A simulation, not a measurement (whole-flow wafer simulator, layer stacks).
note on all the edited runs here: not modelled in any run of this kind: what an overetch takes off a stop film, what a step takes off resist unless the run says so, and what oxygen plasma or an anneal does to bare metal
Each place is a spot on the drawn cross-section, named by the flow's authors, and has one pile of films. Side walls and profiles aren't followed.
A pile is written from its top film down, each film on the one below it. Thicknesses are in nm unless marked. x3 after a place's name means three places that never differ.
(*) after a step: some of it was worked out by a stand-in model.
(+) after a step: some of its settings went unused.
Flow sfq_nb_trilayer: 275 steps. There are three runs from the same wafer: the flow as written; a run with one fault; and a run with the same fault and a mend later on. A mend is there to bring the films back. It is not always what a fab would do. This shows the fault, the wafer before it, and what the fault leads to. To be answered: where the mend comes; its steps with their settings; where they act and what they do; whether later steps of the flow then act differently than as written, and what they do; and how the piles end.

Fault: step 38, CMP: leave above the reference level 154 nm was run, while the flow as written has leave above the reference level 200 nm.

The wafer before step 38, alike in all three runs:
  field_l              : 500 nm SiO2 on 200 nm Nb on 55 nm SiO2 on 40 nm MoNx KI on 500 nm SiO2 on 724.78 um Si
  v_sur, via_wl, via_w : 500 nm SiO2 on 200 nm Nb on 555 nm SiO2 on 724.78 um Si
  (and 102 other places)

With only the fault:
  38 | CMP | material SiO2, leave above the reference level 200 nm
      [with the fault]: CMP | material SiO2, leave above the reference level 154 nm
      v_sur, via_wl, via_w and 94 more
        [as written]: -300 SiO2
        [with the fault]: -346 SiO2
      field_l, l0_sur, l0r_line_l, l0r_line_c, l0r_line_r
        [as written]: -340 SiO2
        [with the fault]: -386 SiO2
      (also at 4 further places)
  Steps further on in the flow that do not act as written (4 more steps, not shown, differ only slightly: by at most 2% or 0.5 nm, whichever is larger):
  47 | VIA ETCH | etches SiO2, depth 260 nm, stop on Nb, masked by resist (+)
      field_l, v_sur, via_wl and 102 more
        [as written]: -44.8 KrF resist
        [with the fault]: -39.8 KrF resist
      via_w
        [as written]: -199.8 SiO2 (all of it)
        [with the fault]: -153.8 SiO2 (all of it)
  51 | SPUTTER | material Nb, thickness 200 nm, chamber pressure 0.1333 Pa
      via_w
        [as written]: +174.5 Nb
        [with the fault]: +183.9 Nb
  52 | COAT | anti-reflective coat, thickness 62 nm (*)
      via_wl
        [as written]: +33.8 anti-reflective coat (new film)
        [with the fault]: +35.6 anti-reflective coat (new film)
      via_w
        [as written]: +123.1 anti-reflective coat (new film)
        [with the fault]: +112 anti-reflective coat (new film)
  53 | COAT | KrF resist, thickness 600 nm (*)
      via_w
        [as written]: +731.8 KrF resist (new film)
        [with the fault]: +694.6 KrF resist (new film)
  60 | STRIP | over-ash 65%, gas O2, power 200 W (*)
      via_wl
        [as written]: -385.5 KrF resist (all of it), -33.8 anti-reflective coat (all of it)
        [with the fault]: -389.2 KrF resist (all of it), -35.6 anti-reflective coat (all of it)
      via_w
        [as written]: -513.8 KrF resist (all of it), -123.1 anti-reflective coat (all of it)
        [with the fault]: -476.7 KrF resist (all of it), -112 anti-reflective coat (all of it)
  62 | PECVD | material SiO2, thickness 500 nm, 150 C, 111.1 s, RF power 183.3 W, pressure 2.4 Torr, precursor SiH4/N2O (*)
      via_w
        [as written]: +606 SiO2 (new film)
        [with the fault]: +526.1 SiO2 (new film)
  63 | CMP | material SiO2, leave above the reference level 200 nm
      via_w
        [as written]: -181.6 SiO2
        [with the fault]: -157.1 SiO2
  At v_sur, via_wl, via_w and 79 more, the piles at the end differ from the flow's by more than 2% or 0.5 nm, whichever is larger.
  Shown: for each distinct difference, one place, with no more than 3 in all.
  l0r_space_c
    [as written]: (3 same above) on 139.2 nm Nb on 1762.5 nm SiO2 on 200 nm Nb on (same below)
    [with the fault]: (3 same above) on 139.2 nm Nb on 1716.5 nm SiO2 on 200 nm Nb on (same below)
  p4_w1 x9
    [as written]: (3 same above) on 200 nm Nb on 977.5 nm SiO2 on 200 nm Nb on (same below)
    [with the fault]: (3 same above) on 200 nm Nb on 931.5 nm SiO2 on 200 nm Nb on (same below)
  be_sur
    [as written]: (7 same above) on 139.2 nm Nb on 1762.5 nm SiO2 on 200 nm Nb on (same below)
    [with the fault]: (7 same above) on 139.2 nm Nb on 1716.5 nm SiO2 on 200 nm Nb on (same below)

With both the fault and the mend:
  The mend stands after step 45.
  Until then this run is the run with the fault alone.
  45a | STRIP | over-ash 65%, gas O2, power 200 W (*)
      field_l, v_sur, via_wl and 102 more
        -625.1 KrF resist (all of it), -62 anti-reflective coat (all of it)
      via_w
        -62 anti-reflective coat (all of it)
  45b | PECVD | material SiO2, thickness 46 nm, 150 C, 10.22 s, RF power 183.3 W, pressure 2.4 Torr, precursor SiH4/N2O (the flow's step 37 again, with other settings)
      field_l, v_sur, via_wl and 103 more
        +46 SiO2
  45c | COAT | anti-reflective coat, thickness 62 nm (the flow's step 40 again)
      field_l, v_sur, via_wl and 103 more
        +62 anti-reflective coat (new film)
  45d | COAT | KrF resist, thickness 650 nm (the flow's step 41 again)
      field_l, v_sur, via_wl and 103 more
        +650 KrF resist (new film)
  45e | SOFTBAKE | KrF resist (the flow's step 42 again)
      does not change any film at any place that is followed
  45f | EXPOSE | photomask I0, dose 11.91 mJ/cm2, NA 0.6, wavelength 248 nm (*) (the flow's step 43 again)
      does not change any film at any place that is followed
  45g | PEB | KrF resist, 90 s (the flow's step 44 again)
      field_l, v_sur, via_wl and 103 more
        -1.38 KrF resist
  45h | DEVELOP | KrF resist, thickness 650 nm, 60 s (the flow's step 45 again)
      field_l, v_sur, via_wl and 102 more
        -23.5 KrF resist
      via_w
        -648.6 KrF resist (all of it)
  None of the later steps of the flow acts differently than as written at any place that is followed.
  At every place that both follow, the piles at the end match the flow's.
